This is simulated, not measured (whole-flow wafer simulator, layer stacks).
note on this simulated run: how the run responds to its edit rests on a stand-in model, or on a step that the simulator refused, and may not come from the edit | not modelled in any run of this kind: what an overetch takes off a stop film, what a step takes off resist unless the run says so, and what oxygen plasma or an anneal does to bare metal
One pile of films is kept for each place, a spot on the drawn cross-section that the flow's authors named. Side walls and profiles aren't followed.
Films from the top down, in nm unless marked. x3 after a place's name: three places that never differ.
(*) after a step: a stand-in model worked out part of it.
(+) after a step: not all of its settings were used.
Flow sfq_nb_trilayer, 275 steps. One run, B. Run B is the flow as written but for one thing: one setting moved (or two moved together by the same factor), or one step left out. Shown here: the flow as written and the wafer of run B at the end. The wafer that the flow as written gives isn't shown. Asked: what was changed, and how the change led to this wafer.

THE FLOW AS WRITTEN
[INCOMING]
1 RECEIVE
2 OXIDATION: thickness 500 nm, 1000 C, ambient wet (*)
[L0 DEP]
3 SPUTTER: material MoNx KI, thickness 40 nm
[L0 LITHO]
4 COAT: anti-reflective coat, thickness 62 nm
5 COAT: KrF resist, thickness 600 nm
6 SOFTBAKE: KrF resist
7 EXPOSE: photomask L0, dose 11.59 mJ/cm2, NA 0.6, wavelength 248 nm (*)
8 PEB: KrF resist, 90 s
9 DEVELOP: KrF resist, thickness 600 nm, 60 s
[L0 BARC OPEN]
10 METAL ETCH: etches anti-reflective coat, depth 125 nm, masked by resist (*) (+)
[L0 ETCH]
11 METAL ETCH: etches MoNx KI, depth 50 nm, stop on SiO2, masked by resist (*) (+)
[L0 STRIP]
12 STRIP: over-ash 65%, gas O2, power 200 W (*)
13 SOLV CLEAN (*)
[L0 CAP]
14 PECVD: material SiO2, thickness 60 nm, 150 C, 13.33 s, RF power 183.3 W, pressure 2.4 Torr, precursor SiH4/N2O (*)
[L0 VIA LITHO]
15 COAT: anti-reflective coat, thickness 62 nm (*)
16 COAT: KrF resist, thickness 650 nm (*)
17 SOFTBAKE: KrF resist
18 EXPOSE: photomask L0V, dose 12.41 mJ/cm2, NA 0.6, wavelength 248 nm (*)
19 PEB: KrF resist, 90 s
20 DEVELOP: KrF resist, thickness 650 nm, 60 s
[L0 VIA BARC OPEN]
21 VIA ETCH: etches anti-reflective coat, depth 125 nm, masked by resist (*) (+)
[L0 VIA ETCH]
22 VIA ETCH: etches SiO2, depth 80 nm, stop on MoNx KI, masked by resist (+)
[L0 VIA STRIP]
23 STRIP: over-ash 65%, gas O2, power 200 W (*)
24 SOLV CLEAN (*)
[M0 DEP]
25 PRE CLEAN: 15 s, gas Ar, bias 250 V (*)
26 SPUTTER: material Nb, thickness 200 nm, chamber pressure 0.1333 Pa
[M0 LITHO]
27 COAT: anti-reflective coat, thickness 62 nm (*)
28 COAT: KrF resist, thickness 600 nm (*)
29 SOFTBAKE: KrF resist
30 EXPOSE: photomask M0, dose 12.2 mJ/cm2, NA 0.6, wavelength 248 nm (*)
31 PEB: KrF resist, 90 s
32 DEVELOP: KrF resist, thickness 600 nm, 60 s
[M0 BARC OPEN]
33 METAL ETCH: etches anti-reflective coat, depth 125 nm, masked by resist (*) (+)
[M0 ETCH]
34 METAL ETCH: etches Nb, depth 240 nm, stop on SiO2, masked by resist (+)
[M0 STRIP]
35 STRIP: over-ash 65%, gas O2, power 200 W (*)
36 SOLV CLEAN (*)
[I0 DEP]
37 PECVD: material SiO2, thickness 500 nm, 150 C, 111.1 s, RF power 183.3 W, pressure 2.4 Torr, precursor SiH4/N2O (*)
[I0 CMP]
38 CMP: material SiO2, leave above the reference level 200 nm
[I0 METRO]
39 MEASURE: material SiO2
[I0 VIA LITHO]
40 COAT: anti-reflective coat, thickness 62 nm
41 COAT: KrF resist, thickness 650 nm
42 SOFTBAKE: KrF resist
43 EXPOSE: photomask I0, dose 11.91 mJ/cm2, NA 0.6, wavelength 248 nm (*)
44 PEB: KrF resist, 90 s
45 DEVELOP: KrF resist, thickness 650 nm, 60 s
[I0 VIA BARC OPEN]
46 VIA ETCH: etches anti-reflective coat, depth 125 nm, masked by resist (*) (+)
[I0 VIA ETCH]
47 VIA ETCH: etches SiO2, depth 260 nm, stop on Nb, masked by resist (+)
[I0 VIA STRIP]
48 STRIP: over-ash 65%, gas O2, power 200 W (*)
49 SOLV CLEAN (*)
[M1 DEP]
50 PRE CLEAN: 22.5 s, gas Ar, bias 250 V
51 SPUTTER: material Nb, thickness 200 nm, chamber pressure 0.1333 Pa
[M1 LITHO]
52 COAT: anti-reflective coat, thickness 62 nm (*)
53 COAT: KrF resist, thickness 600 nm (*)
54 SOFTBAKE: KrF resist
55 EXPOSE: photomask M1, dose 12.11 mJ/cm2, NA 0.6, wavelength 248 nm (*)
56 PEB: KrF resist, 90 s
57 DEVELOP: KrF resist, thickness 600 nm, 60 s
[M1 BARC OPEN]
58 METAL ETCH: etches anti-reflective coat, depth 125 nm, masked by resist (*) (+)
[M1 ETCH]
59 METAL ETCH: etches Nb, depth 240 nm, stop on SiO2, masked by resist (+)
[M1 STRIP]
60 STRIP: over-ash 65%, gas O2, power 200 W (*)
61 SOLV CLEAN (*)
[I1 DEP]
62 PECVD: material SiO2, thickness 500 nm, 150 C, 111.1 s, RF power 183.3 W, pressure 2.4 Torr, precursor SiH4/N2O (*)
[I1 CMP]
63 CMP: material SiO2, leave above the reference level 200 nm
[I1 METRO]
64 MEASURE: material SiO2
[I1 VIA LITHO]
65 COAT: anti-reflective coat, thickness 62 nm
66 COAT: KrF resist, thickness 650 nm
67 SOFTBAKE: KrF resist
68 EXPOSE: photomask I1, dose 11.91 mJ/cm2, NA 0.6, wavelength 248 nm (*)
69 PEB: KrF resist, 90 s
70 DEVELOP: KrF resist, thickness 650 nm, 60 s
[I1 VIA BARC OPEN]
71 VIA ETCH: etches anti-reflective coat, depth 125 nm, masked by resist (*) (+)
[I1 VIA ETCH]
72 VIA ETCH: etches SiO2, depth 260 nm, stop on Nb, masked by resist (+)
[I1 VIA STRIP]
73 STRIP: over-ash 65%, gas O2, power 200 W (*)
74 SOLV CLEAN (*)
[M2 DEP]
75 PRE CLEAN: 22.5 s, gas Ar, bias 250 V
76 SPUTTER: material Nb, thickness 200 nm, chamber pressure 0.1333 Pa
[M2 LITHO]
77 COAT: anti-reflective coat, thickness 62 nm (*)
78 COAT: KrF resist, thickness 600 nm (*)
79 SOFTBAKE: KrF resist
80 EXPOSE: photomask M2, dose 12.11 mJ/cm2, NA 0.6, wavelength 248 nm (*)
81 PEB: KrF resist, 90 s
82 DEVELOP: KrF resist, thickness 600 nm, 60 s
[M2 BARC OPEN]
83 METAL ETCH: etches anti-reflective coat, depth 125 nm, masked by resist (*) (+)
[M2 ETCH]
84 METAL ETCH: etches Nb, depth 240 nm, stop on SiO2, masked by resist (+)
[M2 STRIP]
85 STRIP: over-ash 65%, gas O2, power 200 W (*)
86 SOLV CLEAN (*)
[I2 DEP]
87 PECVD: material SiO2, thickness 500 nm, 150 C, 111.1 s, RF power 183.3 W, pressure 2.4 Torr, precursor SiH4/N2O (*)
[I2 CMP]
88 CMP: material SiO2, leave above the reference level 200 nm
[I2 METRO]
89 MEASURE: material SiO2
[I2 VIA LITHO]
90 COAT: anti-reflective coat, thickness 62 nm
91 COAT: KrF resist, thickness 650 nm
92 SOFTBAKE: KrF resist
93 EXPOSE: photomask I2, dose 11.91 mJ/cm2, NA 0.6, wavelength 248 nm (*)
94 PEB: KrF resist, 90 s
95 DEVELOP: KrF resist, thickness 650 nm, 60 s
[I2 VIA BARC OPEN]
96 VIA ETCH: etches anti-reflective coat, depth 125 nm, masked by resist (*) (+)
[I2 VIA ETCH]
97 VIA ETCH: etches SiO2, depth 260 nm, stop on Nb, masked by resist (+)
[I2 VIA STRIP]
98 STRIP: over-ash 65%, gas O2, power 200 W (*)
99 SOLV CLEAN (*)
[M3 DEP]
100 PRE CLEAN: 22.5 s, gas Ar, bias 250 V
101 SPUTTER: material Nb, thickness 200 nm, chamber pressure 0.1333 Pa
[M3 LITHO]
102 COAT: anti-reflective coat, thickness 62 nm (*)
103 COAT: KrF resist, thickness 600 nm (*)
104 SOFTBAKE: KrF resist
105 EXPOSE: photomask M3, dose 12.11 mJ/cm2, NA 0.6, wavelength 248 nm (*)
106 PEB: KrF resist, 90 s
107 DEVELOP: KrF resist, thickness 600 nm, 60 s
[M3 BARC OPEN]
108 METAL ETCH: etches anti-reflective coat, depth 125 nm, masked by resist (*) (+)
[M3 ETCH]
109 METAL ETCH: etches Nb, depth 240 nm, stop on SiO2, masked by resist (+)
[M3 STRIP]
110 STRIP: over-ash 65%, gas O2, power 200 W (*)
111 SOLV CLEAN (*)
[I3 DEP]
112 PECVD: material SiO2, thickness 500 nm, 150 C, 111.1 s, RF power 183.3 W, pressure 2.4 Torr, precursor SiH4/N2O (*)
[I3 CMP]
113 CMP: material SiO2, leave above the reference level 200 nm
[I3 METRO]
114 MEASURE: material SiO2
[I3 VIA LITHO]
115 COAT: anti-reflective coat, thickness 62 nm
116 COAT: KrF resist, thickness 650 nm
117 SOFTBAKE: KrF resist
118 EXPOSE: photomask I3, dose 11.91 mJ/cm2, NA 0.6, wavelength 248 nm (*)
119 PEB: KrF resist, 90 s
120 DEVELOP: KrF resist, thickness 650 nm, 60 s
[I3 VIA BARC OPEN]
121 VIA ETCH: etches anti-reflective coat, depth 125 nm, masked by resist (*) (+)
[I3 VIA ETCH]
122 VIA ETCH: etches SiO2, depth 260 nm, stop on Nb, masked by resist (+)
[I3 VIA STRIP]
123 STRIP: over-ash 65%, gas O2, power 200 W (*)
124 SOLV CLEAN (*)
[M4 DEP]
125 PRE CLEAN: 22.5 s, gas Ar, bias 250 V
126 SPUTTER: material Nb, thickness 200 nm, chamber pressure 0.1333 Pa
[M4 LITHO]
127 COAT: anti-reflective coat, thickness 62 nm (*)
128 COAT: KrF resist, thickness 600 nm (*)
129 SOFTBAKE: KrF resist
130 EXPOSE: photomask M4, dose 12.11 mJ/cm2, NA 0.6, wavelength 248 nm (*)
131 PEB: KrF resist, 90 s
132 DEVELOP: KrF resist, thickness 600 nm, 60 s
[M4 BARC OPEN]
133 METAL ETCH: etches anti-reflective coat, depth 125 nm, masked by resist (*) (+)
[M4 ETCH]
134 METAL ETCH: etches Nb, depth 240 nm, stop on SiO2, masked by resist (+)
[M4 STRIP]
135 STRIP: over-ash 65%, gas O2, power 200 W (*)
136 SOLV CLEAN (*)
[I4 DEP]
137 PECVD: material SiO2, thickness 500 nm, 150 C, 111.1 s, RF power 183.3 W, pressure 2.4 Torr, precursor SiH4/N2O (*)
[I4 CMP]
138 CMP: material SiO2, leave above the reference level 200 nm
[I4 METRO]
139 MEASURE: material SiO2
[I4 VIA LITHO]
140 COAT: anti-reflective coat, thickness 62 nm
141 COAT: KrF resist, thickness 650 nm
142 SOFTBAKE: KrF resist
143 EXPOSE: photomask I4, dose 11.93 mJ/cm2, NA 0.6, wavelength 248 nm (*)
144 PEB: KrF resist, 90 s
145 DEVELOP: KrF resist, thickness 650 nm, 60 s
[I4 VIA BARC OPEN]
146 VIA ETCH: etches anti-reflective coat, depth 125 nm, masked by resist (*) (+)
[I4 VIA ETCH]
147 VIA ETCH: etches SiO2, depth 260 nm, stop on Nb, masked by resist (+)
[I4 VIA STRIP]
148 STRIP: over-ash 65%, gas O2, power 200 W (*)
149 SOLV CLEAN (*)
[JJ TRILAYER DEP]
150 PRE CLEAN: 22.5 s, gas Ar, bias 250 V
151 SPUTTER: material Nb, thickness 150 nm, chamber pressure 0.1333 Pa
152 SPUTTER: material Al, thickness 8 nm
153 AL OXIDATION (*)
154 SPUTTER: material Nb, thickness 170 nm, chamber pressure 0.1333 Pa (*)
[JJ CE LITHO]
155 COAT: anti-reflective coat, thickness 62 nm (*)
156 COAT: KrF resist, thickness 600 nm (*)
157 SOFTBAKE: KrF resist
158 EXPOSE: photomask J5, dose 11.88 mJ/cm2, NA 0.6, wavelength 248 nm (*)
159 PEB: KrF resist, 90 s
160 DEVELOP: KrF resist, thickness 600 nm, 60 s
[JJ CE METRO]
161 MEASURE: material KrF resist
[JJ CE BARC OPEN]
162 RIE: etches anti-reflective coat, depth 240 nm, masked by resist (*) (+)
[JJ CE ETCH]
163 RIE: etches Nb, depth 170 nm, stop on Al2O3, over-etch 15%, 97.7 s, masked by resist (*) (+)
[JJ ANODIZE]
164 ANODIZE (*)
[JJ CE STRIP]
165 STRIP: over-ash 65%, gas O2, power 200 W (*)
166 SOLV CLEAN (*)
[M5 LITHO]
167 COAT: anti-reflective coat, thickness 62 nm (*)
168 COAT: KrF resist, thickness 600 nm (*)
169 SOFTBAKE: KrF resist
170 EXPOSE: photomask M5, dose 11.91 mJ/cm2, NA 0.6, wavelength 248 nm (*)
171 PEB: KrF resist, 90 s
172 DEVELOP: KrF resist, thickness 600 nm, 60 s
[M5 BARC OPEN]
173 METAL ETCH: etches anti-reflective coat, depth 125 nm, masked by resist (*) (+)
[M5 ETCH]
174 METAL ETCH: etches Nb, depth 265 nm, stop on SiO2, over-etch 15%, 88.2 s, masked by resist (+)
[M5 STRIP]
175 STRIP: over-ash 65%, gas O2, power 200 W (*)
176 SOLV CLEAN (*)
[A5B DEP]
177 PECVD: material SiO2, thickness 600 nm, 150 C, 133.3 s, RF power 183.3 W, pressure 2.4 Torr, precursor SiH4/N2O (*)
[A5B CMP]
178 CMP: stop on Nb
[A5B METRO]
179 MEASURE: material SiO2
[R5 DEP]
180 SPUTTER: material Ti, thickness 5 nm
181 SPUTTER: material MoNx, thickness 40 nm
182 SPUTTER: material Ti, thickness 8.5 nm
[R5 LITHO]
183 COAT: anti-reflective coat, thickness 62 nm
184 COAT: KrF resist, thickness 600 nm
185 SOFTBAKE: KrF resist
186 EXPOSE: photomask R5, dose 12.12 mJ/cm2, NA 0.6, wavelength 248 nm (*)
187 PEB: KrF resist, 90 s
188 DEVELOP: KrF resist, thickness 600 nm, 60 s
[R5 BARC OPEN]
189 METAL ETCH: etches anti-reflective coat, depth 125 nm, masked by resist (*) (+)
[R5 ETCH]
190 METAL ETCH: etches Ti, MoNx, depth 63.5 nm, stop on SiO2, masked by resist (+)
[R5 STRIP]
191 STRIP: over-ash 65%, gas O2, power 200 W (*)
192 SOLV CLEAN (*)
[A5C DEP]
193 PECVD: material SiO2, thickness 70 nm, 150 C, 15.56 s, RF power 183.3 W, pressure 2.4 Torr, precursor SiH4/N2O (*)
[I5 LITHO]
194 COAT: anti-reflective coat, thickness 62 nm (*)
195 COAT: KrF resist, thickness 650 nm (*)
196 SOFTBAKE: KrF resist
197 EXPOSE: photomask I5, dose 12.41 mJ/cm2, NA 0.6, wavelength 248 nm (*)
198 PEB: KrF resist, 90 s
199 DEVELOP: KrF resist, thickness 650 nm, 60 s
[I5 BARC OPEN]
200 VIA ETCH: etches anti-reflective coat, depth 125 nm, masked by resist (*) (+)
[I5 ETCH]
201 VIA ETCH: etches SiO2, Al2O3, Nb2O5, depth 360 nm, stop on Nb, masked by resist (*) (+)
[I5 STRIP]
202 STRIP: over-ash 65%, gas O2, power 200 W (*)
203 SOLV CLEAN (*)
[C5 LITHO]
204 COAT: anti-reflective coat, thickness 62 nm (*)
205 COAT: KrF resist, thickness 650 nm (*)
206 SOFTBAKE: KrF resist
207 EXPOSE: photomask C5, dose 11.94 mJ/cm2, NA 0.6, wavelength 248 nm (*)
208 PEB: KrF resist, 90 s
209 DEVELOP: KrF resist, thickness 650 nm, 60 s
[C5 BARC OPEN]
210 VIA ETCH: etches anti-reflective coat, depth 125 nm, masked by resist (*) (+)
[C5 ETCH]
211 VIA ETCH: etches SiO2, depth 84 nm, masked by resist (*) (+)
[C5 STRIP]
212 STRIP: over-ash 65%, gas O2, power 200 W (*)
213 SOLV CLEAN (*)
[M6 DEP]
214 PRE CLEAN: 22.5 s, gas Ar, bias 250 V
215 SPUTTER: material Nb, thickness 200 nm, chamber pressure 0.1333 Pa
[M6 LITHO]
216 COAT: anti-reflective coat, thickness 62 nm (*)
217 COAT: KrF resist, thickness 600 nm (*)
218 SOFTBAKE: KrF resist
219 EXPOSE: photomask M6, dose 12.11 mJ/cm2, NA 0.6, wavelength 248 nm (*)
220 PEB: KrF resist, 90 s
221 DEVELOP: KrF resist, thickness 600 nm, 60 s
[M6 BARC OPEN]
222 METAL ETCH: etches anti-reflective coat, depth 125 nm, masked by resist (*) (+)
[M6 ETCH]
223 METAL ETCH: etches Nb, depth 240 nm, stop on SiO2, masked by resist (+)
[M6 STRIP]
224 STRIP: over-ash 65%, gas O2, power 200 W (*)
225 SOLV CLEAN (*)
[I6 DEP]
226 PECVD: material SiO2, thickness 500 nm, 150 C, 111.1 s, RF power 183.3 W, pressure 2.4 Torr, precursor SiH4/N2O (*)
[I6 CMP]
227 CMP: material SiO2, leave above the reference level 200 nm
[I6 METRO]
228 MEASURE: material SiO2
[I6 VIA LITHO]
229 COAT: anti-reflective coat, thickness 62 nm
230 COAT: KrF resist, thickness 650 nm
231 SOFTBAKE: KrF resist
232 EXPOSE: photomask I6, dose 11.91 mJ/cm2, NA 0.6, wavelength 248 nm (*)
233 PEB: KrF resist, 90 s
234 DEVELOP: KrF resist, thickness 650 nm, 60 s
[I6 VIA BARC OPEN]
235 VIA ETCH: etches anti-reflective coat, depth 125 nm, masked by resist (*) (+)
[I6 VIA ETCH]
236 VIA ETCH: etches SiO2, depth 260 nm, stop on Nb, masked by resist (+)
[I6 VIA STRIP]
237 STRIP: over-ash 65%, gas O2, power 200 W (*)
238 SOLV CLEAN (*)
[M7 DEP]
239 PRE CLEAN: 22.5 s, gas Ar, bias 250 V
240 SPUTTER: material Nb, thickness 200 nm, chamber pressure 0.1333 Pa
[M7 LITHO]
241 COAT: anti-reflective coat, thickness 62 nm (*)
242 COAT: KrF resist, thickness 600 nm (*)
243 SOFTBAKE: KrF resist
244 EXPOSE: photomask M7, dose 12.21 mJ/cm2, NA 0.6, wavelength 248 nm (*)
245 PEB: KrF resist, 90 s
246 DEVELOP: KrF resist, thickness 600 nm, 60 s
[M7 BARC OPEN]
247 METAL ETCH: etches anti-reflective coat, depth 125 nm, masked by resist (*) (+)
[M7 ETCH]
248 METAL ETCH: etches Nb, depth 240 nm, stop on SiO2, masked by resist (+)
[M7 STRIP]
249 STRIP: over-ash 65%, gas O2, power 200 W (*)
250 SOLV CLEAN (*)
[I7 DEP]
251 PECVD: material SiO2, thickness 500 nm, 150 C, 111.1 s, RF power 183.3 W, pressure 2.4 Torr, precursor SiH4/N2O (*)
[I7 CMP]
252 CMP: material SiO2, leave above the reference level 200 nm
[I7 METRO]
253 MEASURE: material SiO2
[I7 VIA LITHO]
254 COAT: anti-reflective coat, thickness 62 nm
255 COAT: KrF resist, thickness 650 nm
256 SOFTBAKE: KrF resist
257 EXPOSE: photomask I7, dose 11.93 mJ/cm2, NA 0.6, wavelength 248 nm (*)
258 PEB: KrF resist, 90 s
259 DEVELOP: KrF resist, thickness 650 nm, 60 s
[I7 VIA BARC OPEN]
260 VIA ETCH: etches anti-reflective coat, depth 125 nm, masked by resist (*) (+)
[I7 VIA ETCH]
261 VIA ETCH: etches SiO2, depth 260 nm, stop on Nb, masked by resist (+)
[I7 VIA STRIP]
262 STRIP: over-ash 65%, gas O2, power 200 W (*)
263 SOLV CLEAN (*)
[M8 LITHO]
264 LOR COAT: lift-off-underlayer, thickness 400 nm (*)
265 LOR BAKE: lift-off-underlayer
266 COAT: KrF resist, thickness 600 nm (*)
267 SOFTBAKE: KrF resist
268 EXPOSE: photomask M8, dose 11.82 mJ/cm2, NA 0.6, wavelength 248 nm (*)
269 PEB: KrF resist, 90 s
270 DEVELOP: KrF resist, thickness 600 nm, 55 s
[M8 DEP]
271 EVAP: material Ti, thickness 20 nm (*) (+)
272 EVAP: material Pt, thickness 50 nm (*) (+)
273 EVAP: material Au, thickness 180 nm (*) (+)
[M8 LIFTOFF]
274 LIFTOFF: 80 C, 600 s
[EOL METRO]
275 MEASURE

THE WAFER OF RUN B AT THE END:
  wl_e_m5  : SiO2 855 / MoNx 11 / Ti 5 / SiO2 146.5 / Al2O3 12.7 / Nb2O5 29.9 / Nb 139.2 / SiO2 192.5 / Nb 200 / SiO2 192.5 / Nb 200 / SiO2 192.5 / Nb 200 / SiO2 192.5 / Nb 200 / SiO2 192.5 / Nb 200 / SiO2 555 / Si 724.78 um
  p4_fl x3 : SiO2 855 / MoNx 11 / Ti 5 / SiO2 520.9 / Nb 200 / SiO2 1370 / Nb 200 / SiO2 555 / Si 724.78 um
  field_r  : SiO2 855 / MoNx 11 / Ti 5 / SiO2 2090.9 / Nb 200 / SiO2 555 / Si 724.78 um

The cause: step 190, METAL ETCH: depth 37.5 nm was run, where the flow has depth 63.5 nm.

How the change led to this, step by step:
  190 METAL ETCH: etches Ti, MoNx, depth 63.5 nm, stop on SiO2, masked by resist (+)
      field_l, v_sur, via_wl and 92 more: Ti -8.5 (all of it), MoNx -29 (as written it would be: Ti -8.5 (all of it), MoNx -40 (all of it), Ti -5 (all of it))
      ce_l, c5j, ce_r, wl_jj: Ti -8.5 (all of it), MoNx -29 (as written it would be: Ti -8.5 (all of it), MoNx -40 (all of it), Ti -5 (all of it), Nb -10)
      (and at 7 more places)
  191 STRIP: over-ash 65%, gas O2, power 200 W (*)
      be_r, r_sur, res, r_end, r5r_line_l, r5r_line_c, r5r_line_r: KrF resist -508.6 (all of it), anti-reflective coat -62 (all of it) (as written it would be: KrF resist -498.2 (all of it), anti-reflective coat -62 (all of it))
  193 PECVD: material SiO2, thickness 70 nm, 150 C, 15.56 s, RF power 183.3 W, pressure 2.4 Torr, precursor SiH4/N2O (*)
      field_l, v_sur, via_wl and 92 more: SiO2 +70 (new film) (as written it would be: SiO2 +70)
  194 COAT: anti-reflective coat, thickness 62 nm (*)
      wl_j_sl, wl_j_sr: anti-reflective coat +62 (new film) (as written it would be: anti-reflective coat +60.2 (new film))
      r5r_spacepad_l, r5r_spacepad_r: anti-reflective coat +77.5 (new film) (as written it would be: anti-reflective coat +84.4 (new film))
      (and at 14 more places)
  201 VIA ETCH: etches SiO2, Al2O3, Nb2O5, depth 360 nm, stop on Nb, masked by resist (*) (+)
      be: SiO2 -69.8 (all of it), MoNx -11 (all of it), Ti -5 (all of it), SiO2 -146.5 (all of it), Al2O3 -12.7 (all of it), Nb2O5 -29.9 (all of it) (as written it would be: SiO2 -216.4 (all of it), Al2O3 -12.7 (all of it), Nb2O5 -29.9 (all of it))
  202 STRIP: over-ash 65%, gas O2, power 200 W (*)
      wl_j_sl, wl_j_sr: KrF resist -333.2 (all of it), anti-reflective coat -62 (all of it) (as written it would be: KrF resist -333.3 (all of it), anti-reflective coat -60.2 (all of it))
      r5r_spacepad_l, r5r_spacepad_r: KrF resist -334.9 (all of it), anti-reflective coat -77.5 (all of it) (as written it would be: KrF resist -335.6 (all of it), anti-reflective coat -84.4 (all of it))
      (and at 14 more places)
  204 COAT: anti-reflective coat, thickness 62 nm (*)
      wl_j_sl, wl_j_sr: anti-reflective coat +62 (new film) (as written it would be: anti-reflective coat +60.2 (new film))
      r5r_spacepad_l, r5r_spacepad_r: anti-reflective coat +77.5 (new film) (as written it would be: anti-reflective coat +84.4 (new film))
      (and at 14 more places)
  210 VIA ETCH: etches anti-reflective coat, depth 125 nm, masked by resist (*) (+)
      field_l, v_sur, via_wl and 101 more: KrF resist -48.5 (as written it would be: KrF resist -47.4)
      c5j: anti-reflective coat -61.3 (all of it), SiO2 -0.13 (as written it would be: anti-reflective coat -63.9 (all of it), SiO2 -0.11)
      (and at 1 more place)
  211 VIA ETCH: etches SiO2, depth 84 nm, masked by resist (*) (+)
      c5j: SiO2 -69.9 (all of it) (as written it would be: SiO2 -69.9 (all of it), Nb -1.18)
  212 STRIP: over-ash 65%, gas O2, power 200 W (*)
      wl_j_sl, wl_j_sr: KrF resist -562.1 (all of it), anti-reflective coat -62 (all of it) (as written it would be: KrF resist -563.4 (all of it), anti-reflective coat -60.2 (all of it))
      r5r_spacepad_l, r5r_spacepad_r: KrF resist -563.9 (all of it), anti-reflective coat -77.5 (all of it) (as written it would be: KrF resist -565.8 (all of it), anti-reflective coat -84.4 (all of it))
      (and at 12 more places)
  214 PRE CLEAN: 22.5 s, gas Ar, bias 250 V
      c5j: MoNx -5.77 (as written it would be: Nb -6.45)
  215 SPUTTER: material Nb, thickness 200 nm, chamber pressure 0.1333 Pa
      c5j: Nb +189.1 (new film) (as written it would be: Nb +188.4)
      be: Nb +143.8 (as written it would be: Nb +147.3)
  216 COAT: anti-reflective coat, thickness 62 nm (*)
      r5r_line_l, r5r_line_c, r5r_line_r: anti-reflective coat +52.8 (new film) (as written it would be: anti-reflective coat +50 (new film))
      wl_j_sl, wl_j_sr: anti-reflective coat +62 (new film) (as written it would be: anti-reflective coat +60.2 (new film))
      (and at 13 more places)
  222 METAL ETCH: etches anti-reflective coat, depth 125 nm, masked by resist (*) (+)
      r5r_line_l, r5r_line_c, r5r_line_r: anti-reflective coat -52.8 (all of it) (as written it would be: anti-reflective coat -50 (all of it))
      r5r_spacepad_l, r5r_spacepad_r: anti-reflective coat -78.1 (all of it) (as written it would be: anti-reflective coat -85.7 (all of it))
      (and at 2 more places)
  224 STRIP: over-ash 65%, gas O2, power 200 W (*)
      wl_j_sl, wl_j_sr: KrF resist -382.4 (all of it), anti-reflective coat -62 (all of it) (as written it would be: KrF resist -382.5 (all of it), anti-reflective coat -60.2 (all of it))
      be: KrF resist -589.4 (all of it), anti-reflective coat -139.5 (all of it) (as written it would be: KrF resist -575.8 (all of it), anti-reflective coat -136.7 (all of it))
      (and at 9 more places)
  226 PECVD: material SiO2, thickness 500 nm, 150 C, 111.1 s, RF power 183.3 W, pressure 2.4 Torr, precursor SiH4/N2O (*)
      r5r_spacepad_l, r5r_spacepad_r: SiO2 +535 (as written it would be: SiO2 +553.5)
      be: SiO2 +713.1 (new film) (as written it would be: SiO2 +693.5 (new film))
  227 CMP: material SiO2, leave above the reference level 200 nm
      ce_l, ce_r, wl_jj: SiO2 -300 (as written it would be: SiO2 -290)
      be_r, r_sur, r_end: SiO2 -337.5 (as written it would be: SiO2 -353.5)
      (and at 7 more places)
Counting metal films that touch as one body, wl_e_m5 has 7 bodies (between them, from the top down: SiO2 146.5 / Al2O3 12.7 / Nb2O5 29.9; SiO2 192.5; SiO2 192.5; SiO2 192.5; SiO2 192.5; SiO2 192.5); the flow as written gives 6 bodies (between them, from the top down: SiO2 192.5; SiO2 192.5; SiO2 192.5; SiO2 192.5; SiO2 192.5).
Counting metal films that touch as one body, p4_fl x3 has 3 bodies (between them, from the top down: SiO2 520.9; SiO2 1370); the flow as written gives 2 bodies (between them, from the top down: SiO2 1370).
Counting metal films that touch as one body, field_r has 2 bodies (between them, from the top down: SiO2 2090.9); the flow as written gives 1 body.
